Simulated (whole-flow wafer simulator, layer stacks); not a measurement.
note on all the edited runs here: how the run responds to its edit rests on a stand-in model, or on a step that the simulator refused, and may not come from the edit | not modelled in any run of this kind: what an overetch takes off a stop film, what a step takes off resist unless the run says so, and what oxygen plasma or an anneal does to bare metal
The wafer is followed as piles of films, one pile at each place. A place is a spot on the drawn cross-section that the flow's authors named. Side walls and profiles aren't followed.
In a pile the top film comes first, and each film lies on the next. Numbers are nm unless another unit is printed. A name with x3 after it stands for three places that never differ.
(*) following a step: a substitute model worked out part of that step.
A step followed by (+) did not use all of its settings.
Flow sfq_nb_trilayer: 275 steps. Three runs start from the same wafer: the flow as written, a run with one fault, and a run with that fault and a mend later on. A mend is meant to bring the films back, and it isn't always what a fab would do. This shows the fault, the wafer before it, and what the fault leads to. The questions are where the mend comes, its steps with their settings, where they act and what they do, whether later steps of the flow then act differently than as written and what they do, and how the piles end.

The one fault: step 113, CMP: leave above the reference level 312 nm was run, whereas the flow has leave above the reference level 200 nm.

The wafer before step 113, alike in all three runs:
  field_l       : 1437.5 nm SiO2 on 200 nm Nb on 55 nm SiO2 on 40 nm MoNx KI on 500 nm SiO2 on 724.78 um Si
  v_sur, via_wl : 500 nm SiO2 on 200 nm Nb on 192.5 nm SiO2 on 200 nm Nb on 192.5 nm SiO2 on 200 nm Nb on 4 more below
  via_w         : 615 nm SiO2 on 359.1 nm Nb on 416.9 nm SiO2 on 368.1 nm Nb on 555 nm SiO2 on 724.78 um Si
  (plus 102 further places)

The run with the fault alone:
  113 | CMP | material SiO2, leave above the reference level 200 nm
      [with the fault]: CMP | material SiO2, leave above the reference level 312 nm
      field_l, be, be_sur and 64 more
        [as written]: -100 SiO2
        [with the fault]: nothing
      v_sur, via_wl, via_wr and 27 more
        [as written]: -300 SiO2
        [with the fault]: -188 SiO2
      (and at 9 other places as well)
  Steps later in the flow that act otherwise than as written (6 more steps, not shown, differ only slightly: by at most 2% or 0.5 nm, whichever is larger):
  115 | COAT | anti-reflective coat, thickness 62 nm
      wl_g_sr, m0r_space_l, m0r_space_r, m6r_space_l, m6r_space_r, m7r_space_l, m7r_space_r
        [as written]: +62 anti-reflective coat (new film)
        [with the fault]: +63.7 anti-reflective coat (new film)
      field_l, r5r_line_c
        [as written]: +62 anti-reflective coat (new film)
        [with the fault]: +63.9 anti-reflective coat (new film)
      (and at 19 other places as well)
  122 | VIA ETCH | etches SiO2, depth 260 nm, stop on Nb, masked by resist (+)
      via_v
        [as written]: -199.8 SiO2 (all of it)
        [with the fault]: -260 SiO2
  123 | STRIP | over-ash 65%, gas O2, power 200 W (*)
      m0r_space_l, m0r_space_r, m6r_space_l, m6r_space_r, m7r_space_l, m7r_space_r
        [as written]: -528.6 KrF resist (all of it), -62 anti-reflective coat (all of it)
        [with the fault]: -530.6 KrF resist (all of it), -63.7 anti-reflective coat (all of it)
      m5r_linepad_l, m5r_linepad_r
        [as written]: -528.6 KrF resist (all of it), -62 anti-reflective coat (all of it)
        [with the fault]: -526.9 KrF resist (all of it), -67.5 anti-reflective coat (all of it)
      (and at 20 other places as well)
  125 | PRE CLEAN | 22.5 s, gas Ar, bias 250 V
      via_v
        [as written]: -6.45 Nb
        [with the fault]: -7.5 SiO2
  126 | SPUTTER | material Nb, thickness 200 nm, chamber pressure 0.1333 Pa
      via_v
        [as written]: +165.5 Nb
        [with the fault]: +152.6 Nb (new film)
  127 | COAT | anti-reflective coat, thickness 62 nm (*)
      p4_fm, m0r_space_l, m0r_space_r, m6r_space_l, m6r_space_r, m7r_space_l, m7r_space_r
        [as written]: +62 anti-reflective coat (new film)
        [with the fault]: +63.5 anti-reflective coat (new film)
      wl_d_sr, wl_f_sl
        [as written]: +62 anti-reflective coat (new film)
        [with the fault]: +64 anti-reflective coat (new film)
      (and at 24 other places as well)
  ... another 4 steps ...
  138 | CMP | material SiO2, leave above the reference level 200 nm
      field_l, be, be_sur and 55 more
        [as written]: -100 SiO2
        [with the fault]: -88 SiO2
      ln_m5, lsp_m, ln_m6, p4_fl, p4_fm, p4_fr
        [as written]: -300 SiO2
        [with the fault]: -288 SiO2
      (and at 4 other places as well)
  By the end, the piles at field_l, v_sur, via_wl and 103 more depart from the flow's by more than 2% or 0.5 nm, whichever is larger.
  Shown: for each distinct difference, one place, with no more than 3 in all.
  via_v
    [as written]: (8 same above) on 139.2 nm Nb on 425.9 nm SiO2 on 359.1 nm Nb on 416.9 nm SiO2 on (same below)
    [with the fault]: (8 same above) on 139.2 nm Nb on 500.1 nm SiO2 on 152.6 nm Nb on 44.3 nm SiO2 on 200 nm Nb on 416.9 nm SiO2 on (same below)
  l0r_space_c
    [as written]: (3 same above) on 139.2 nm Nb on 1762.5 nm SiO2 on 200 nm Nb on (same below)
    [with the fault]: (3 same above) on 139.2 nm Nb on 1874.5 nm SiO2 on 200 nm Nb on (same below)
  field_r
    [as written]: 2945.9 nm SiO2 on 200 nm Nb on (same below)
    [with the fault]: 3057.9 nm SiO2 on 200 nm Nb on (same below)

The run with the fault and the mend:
  The mend stands after step 120.
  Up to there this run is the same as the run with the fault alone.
  120a | STRIP | over-ash 65%, gas O2, power 200 W (*)
      r_sur, res, r_end and 7 more
        -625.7 KrF resist (all of it), -62.1 anti-reflective coat (all of it)
      m0r_line_l, m0r_line_r, m6r_line_l, m6r_line_r, m7r_line_l, m7r_line_r
        -627.2 KrF resist (all of it), -62.4 anti-reflective coat (all of it)
      m0r_space_l, m0r_space_r, m6r_space_l, m6r_space_r, m7r_space_l, m7r_space_r
        -626.3 KrF resist (all of it), -63.7 anti-reflective coat (all of it)
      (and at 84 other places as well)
  120b | CMP | material SiO2, leave above the reference level 200 nm (the flow's step 113 again)
      field_l, be, be_sur and 64 more
        -100 SiO2
      v_sur, via_wl, via_w and 36 more
        -112 SiO2
  120c | COAT | anti-reflective coat, thickness 62 nm (the flow's step 115 again)
      field_l, v_sur, via_wl and 103 more
        +62 anti-reflective coat (new film)
  120d | COAT | KrF resist, thickness 650 nm (the flow's step 116 again)
      field_l, v_sur, via_wl and 103 more
        +650 KrF resist (new film)
  120e | SOFTBAKE | KrF resist (the flow's step 117 again)
      does not change any film at any place that is followed
  120f | EXPOSE | photomask I3, dose 11.91 mJ/cm2, NA 0.6, wavelength 248 nm (*) (the flow's step 118 again)
      does not change any film at any place that is followed
  120g | PEB | KrF resist, 90 s (the flow's step 119 again)
      field_l, v_sur, via_wl and 103 more
        -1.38 KrF resist
  120h | DEVELOP | KrF resist, thickness 650 nm, 60 s (the flow's step 120 again)
      field_l, v_sur, via_wl and 102 more
        -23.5 KrF resist
      via_v
        -648.6 KrF resist (all of it)
  None of the later steps of the flow acts differently than as written at any place that is followed.
  The piles end the same as the flow's at every place that both follow.
